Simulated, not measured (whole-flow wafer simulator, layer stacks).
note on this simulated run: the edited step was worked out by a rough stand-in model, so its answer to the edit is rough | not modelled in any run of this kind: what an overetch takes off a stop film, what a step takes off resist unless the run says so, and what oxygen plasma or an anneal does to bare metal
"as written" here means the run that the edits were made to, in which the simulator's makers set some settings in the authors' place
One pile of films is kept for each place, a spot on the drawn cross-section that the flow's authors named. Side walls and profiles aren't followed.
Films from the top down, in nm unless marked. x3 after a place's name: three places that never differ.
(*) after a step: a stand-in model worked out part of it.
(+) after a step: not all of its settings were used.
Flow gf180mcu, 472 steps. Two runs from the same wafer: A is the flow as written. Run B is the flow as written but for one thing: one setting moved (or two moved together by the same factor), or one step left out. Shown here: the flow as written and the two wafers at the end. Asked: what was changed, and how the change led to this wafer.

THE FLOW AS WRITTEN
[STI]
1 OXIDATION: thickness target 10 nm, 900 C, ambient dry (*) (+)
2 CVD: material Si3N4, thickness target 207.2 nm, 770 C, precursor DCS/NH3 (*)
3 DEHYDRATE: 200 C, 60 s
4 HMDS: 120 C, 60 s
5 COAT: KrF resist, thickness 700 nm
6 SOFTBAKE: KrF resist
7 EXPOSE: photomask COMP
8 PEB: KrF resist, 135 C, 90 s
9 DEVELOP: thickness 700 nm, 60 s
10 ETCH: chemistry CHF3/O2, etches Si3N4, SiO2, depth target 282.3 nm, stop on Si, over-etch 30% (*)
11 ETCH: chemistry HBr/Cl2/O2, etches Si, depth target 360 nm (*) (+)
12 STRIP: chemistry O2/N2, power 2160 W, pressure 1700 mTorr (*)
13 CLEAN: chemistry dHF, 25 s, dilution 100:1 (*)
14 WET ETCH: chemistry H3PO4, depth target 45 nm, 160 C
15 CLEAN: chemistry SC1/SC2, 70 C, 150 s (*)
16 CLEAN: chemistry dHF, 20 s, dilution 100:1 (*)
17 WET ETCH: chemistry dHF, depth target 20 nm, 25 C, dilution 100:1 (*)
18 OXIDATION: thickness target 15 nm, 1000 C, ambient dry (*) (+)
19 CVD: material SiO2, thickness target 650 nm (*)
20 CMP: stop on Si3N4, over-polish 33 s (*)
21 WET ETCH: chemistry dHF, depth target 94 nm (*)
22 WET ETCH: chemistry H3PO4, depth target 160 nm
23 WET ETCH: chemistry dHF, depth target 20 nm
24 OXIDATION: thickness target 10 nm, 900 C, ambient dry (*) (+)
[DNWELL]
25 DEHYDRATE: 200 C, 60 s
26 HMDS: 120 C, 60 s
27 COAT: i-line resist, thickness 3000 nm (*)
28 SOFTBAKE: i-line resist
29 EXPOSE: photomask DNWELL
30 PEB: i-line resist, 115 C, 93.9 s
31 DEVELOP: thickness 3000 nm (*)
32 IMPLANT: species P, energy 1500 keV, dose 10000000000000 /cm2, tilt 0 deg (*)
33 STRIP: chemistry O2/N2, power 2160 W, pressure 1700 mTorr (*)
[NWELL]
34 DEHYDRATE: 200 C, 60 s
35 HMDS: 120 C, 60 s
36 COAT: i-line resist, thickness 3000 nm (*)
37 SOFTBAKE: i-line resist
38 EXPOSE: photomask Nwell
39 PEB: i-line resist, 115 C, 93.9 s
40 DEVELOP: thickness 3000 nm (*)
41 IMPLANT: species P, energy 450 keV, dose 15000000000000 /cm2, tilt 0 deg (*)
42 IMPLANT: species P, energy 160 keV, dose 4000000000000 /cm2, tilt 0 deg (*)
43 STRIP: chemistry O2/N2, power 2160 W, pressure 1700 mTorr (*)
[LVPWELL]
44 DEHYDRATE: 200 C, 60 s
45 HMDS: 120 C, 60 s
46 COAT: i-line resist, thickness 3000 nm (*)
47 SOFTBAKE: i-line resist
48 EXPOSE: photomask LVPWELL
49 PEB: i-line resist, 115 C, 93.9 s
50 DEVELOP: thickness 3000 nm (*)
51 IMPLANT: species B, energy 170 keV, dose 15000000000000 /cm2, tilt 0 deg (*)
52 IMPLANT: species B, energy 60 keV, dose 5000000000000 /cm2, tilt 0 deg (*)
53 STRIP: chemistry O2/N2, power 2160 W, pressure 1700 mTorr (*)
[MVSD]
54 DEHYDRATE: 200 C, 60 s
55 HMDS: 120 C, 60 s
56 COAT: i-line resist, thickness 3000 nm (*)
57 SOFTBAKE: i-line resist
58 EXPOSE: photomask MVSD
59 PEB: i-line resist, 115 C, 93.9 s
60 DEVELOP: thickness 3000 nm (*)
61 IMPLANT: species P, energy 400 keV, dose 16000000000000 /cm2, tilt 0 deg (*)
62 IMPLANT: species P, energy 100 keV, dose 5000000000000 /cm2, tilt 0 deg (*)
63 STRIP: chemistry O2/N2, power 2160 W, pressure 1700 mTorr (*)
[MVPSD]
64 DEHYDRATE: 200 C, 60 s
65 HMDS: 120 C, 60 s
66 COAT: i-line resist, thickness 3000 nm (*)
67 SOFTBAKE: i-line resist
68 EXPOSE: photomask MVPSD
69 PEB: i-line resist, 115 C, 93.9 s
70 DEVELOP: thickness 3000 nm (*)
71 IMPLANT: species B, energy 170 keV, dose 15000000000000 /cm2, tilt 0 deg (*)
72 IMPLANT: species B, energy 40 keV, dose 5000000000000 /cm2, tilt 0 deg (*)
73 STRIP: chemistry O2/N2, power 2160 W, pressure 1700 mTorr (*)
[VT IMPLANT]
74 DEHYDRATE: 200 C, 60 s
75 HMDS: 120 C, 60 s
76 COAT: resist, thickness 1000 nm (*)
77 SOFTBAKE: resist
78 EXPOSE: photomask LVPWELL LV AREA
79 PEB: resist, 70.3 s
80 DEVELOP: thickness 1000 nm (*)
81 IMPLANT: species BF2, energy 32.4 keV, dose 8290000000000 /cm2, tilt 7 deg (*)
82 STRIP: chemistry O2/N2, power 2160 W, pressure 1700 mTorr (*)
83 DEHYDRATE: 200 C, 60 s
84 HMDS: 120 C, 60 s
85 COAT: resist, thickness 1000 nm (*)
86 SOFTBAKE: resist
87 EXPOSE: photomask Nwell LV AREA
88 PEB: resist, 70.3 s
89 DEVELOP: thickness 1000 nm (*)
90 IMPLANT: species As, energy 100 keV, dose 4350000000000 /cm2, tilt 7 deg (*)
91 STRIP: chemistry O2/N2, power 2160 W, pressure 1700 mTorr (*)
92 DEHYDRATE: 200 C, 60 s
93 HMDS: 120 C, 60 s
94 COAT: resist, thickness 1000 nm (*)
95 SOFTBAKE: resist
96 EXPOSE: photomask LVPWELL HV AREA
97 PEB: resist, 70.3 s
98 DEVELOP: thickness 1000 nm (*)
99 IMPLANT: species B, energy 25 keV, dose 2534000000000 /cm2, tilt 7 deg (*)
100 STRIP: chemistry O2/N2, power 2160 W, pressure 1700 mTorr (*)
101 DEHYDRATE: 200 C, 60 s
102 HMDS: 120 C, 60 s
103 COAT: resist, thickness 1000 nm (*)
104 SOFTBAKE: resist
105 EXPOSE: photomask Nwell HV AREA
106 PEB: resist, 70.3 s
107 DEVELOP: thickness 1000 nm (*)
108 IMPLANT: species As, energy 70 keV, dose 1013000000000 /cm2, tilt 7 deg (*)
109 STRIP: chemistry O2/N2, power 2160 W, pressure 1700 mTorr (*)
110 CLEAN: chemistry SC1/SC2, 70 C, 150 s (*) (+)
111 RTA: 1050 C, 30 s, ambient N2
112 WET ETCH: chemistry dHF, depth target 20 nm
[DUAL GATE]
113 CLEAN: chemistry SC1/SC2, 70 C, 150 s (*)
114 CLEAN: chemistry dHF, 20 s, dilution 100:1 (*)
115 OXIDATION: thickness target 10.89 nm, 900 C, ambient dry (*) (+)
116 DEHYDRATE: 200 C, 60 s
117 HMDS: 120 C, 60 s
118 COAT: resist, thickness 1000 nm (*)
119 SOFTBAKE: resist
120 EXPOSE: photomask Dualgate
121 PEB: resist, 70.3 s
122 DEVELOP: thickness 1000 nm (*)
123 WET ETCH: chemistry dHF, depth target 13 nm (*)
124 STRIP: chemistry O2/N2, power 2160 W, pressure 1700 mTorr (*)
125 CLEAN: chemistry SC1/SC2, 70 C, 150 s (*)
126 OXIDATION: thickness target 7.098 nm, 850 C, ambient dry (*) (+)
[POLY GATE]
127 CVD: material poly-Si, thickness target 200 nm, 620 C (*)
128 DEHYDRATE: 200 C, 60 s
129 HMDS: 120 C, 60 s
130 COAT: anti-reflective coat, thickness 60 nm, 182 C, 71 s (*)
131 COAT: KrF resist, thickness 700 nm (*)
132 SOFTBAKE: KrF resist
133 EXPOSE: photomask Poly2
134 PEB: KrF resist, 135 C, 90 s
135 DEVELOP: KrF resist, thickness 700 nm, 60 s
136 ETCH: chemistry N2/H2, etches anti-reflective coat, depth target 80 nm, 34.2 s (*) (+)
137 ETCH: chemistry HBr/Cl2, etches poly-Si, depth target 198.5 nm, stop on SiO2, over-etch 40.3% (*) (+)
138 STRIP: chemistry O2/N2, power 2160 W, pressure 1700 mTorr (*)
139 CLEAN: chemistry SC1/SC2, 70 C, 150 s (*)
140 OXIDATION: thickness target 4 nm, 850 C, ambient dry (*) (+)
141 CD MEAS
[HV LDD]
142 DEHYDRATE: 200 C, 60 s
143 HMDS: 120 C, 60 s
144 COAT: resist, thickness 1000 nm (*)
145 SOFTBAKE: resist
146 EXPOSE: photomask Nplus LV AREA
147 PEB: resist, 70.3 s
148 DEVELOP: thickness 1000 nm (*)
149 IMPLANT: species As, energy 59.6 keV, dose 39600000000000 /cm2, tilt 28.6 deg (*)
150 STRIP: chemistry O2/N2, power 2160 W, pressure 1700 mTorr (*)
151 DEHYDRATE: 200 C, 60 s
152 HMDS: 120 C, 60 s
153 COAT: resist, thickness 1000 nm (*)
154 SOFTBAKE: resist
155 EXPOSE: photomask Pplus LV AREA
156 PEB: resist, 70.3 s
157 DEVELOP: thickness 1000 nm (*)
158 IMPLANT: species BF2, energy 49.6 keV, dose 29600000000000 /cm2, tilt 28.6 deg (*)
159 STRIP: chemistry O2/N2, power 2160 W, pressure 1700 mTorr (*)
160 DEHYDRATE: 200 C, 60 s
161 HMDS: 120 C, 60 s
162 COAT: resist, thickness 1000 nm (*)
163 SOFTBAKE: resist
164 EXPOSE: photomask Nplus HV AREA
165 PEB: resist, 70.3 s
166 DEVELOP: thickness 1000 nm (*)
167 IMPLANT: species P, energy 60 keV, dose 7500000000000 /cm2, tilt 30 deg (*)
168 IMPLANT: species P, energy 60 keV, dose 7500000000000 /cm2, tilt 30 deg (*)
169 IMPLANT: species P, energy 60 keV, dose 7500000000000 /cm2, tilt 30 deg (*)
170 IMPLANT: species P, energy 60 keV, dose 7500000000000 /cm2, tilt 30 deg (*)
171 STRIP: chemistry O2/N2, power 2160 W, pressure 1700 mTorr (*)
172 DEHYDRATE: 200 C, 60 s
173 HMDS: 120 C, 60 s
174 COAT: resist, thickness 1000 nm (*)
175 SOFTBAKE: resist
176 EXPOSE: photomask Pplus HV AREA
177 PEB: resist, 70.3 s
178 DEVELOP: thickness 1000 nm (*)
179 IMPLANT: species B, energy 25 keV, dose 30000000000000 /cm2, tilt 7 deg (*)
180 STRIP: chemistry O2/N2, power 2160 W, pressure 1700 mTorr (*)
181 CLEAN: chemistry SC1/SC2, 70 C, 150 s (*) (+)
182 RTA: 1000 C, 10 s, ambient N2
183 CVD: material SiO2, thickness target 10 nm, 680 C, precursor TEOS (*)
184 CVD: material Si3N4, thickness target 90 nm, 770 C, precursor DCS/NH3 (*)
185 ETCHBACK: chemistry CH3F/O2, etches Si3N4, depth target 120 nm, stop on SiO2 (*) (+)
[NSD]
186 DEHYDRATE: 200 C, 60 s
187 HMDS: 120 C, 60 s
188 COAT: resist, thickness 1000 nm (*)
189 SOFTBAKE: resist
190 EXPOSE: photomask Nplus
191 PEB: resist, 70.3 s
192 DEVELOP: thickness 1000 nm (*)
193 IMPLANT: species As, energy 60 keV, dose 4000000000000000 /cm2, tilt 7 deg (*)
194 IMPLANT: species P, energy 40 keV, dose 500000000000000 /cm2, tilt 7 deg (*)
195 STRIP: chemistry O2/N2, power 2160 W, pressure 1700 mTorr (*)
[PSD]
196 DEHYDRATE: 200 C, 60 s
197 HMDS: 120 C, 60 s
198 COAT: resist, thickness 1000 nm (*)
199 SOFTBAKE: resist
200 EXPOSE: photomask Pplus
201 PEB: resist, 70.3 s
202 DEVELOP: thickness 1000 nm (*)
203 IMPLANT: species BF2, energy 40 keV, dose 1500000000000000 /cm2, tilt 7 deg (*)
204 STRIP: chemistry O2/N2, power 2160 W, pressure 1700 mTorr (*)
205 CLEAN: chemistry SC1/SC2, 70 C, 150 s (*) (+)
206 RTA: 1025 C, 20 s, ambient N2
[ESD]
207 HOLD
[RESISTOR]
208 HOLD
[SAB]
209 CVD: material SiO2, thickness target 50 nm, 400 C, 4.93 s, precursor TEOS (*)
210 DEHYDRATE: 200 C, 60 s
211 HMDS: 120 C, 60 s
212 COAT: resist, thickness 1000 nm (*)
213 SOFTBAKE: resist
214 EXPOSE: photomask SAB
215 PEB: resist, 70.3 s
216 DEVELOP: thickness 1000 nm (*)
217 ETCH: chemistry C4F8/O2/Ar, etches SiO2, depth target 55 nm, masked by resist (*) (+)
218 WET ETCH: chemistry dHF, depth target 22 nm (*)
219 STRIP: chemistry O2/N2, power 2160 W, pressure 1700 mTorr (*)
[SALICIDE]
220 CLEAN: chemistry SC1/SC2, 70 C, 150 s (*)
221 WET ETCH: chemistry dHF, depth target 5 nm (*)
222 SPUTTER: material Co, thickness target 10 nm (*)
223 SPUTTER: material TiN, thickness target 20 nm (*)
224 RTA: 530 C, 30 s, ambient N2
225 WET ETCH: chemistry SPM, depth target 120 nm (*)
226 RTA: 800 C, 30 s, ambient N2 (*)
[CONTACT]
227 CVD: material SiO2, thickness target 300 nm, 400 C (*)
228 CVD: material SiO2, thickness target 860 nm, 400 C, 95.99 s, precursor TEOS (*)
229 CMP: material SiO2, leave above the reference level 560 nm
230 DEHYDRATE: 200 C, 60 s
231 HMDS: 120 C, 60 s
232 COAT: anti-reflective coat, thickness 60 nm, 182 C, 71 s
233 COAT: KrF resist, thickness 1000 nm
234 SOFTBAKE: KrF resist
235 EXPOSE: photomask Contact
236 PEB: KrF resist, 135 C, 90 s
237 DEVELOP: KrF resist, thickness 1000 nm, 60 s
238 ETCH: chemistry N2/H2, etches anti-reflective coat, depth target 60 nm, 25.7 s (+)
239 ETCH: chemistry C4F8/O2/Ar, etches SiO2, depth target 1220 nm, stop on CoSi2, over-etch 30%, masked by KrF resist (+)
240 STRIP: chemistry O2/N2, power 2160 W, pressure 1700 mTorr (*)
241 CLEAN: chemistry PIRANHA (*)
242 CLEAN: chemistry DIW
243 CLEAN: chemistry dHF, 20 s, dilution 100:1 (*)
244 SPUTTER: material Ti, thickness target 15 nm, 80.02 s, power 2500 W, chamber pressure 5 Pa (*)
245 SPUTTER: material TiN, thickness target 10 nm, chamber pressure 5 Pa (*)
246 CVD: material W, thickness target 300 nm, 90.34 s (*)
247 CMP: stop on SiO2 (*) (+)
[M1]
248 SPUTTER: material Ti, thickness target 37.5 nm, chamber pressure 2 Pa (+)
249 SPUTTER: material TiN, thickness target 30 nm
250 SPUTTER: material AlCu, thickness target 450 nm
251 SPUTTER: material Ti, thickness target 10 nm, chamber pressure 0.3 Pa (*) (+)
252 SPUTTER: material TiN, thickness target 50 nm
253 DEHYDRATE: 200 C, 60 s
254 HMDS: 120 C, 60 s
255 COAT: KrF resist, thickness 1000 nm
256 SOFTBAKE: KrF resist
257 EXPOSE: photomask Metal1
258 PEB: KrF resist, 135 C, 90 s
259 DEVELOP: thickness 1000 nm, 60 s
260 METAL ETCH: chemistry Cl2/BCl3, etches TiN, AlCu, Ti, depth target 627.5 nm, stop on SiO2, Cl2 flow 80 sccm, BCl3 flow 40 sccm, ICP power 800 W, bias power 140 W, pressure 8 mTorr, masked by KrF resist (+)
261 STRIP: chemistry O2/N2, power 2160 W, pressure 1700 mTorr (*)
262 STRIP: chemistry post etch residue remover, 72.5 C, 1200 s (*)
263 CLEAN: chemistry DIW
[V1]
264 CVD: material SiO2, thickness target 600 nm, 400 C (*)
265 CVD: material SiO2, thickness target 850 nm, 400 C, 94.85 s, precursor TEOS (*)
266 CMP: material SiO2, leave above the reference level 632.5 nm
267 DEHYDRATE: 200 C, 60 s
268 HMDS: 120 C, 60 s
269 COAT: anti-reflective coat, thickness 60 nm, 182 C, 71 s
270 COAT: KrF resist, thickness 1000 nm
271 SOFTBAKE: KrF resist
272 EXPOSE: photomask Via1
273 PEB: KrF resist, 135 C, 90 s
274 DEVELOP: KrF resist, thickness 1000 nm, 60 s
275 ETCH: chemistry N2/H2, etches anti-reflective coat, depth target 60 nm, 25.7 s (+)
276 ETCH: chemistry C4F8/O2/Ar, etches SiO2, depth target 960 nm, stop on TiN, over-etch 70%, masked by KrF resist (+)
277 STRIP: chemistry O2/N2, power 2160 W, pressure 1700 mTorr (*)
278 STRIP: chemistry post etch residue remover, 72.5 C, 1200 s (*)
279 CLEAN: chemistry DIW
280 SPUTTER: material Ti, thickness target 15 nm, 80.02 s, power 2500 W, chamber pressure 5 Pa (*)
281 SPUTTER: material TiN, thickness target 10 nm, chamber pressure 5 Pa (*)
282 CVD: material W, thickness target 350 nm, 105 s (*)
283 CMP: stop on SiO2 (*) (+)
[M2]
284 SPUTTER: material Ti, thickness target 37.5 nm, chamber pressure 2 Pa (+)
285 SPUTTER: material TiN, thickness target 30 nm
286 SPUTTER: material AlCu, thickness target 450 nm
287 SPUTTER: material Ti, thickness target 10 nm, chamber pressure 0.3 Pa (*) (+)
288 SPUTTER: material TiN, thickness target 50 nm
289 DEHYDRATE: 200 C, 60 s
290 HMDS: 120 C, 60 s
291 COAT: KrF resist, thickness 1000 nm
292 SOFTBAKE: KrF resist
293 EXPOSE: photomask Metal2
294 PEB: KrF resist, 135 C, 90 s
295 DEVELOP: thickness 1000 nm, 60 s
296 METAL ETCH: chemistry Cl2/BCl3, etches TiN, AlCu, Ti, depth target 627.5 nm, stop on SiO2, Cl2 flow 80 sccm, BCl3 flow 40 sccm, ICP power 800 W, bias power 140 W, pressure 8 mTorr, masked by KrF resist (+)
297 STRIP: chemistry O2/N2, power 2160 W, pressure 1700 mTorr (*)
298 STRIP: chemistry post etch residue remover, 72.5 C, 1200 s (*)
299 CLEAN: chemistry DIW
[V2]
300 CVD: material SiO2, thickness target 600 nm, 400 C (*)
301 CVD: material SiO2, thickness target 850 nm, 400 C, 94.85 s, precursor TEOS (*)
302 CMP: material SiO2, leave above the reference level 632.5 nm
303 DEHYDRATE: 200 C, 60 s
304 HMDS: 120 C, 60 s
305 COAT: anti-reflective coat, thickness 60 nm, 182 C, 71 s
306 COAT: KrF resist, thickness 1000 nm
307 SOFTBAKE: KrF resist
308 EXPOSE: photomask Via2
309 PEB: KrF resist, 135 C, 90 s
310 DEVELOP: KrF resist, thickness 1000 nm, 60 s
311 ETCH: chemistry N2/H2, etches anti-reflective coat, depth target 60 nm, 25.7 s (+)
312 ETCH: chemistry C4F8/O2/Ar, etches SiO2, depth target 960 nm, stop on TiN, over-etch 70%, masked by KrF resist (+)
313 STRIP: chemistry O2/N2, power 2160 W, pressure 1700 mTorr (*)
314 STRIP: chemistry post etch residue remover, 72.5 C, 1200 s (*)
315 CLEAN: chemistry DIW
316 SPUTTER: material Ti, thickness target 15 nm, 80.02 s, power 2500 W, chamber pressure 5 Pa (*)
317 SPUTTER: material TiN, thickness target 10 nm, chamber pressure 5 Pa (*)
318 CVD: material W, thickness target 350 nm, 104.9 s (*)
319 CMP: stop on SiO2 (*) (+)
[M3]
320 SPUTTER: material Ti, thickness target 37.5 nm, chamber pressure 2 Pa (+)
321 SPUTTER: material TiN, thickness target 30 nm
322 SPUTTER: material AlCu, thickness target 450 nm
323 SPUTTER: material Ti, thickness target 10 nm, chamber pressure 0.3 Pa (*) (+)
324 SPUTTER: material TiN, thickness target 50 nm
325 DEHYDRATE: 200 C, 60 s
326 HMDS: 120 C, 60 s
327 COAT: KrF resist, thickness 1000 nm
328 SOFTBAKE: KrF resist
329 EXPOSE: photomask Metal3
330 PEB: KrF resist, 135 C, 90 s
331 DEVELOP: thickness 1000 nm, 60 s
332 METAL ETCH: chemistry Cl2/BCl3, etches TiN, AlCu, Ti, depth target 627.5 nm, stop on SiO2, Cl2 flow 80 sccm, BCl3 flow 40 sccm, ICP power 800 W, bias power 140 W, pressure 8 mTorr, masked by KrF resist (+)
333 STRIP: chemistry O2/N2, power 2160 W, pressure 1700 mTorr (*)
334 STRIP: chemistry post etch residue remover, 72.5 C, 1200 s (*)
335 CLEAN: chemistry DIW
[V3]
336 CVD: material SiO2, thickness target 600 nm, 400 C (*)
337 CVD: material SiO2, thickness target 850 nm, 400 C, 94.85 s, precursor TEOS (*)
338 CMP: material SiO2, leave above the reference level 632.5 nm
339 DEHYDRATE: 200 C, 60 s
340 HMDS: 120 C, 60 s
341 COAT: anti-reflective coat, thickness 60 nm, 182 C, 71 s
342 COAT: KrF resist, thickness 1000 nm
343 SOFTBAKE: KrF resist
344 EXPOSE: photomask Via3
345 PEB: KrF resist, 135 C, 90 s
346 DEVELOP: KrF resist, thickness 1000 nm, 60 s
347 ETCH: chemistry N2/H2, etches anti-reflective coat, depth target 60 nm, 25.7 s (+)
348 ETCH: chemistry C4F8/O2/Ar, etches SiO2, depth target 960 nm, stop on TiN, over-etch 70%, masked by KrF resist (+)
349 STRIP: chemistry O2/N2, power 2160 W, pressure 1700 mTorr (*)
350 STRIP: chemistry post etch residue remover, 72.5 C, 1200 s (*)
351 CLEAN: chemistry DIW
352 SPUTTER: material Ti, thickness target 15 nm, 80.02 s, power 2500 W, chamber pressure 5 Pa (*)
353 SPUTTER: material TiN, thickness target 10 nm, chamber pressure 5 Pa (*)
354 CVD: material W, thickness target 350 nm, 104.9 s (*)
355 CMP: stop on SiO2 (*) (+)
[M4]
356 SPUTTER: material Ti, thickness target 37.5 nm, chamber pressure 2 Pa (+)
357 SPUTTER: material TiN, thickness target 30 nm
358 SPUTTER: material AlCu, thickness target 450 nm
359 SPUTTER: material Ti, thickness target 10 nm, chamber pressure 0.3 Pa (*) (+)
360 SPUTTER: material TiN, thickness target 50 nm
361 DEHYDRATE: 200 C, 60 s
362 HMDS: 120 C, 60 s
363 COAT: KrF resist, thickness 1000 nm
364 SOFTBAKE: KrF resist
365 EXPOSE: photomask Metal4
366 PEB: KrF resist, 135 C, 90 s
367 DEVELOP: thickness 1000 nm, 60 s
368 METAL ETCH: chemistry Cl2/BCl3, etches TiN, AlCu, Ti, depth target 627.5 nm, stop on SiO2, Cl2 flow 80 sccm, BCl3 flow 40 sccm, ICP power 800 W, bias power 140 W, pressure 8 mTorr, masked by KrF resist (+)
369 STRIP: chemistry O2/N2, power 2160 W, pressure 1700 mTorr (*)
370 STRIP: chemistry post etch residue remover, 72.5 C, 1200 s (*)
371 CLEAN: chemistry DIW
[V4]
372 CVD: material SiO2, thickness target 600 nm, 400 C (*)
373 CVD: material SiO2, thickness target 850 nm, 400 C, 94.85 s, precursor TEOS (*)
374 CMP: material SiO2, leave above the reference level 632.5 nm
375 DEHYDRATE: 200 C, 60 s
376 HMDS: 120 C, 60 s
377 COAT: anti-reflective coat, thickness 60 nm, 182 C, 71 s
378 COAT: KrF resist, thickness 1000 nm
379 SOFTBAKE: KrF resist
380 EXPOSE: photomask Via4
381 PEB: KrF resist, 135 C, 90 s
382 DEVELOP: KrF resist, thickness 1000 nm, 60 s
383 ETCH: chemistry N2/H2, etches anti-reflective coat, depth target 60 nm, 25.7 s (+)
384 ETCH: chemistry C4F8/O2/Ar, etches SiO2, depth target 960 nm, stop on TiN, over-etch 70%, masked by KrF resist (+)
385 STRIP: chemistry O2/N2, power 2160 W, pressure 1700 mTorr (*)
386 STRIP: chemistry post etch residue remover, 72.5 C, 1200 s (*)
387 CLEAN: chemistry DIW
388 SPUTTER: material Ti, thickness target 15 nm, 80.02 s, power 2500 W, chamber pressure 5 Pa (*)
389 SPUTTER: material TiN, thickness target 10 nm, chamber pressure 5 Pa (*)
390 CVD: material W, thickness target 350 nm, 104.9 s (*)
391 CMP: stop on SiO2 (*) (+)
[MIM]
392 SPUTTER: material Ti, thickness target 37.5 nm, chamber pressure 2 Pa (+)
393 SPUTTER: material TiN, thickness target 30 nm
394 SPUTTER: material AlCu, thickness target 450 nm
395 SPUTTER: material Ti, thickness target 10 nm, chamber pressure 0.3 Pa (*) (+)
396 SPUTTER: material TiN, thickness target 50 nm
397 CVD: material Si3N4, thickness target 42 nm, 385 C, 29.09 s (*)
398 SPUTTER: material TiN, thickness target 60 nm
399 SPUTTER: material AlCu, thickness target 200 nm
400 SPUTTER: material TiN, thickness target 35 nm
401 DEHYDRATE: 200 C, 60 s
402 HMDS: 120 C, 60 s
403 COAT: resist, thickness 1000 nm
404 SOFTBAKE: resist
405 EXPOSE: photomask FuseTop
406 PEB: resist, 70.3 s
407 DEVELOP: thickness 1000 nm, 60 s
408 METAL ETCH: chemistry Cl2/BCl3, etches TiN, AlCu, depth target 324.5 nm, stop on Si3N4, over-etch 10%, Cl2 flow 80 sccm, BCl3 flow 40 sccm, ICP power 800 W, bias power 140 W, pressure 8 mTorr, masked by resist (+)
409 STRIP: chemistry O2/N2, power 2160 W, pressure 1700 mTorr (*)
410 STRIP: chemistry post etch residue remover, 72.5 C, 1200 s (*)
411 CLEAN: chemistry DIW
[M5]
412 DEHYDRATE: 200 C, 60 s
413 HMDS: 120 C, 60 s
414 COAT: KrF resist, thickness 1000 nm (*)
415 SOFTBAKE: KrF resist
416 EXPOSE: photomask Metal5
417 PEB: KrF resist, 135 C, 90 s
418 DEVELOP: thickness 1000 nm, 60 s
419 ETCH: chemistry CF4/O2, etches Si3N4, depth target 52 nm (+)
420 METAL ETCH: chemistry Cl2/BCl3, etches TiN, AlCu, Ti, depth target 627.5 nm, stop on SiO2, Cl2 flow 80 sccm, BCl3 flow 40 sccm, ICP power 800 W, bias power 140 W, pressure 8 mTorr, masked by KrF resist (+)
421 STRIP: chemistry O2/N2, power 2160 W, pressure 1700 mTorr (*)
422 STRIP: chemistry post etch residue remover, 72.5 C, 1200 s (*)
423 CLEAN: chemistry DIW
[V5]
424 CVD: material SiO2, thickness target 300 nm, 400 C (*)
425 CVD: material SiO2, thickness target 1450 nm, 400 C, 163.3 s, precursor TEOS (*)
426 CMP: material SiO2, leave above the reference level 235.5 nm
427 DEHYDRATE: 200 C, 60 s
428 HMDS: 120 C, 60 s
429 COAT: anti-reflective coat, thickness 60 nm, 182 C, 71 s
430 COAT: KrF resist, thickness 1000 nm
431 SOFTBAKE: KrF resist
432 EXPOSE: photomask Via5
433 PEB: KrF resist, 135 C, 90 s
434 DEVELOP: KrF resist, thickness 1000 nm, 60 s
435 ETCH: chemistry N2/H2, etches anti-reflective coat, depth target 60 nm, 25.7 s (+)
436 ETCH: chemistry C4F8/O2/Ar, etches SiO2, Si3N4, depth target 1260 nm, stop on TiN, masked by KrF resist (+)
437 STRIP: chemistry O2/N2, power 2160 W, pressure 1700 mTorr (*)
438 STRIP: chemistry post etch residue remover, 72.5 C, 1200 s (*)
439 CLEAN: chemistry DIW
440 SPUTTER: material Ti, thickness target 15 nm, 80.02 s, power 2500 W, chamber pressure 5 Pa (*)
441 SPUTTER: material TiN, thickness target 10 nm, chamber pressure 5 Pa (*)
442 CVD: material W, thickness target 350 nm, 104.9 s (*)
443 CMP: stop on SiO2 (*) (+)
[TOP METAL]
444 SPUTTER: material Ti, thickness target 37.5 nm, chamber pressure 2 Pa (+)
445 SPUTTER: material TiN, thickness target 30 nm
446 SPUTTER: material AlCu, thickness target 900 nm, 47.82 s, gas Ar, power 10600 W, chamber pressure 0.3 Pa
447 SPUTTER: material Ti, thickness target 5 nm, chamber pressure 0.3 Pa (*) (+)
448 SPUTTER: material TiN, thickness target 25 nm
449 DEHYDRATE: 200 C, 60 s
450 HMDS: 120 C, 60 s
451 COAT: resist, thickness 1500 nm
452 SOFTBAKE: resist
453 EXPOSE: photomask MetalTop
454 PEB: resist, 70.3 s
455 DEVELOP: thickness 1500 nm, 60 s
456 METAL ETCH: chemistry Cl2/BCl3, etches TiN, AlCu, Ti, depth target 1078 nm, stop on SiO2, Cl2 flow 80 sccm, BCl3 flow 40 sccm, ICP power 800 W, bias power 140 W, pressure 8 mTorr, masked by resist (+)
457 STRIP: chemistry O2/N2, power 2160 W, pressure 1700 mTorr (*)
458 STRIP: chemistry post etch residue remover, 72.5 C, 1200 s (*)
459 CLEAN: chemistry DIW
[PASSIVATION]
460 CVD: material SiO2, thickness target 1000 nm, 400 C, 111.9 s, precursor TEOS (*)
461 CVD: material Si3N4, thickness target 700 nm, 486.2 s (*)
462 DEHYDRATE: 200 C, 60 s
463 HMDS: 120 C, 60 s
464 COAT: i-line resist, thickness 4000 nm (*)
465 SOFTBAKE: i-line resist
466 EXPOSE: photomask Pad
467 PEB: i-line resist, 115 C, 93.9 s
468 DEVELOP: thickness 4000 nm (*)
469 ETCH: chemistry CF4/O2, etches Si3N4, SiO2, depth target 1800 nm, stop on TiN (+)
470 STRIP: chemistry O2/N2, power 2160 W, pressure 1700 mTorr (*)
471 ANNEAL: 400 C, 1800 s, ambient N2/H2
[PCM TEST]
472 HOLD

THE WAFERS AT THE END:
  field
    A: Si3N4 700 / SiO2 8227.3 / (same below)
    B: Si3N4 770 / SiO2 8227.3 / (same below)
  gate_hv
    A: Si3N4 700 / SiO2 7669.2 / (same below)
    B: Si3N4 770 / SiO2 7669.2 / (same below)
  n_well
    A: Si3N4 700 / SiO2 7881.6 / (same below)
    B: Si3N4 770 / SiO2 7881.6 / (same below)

The cause: step 461, CVD: thickness target 770 nm was run, where the flow has thickness target 700 nm; step 461, CVD: 534.8 s was run, where the flow has 486.2 s.
It can be read off the wafer: field has Si3N4 770, and step 461 as written asks for 700 nm.

How the change led to this, step by step:
  461 CVD: material Si3N4, thickness target 700 nm, 486.2 s (*)
      field, field__w1, field__w2 and 109 more: A Si3N4 +700 (new film) | B Si3N4 +770 (new film)
  469 ETCH: chemistry CF4/O2, etches Si3N4, SiO2, depth target 1800 nm, stop on TiN (+)
      pad: A Si3N4 -700 (all of it), SiO2 -1000 (all of it) | B Si3N4 -770 (all of it), SiO2 -1000 (all of it)
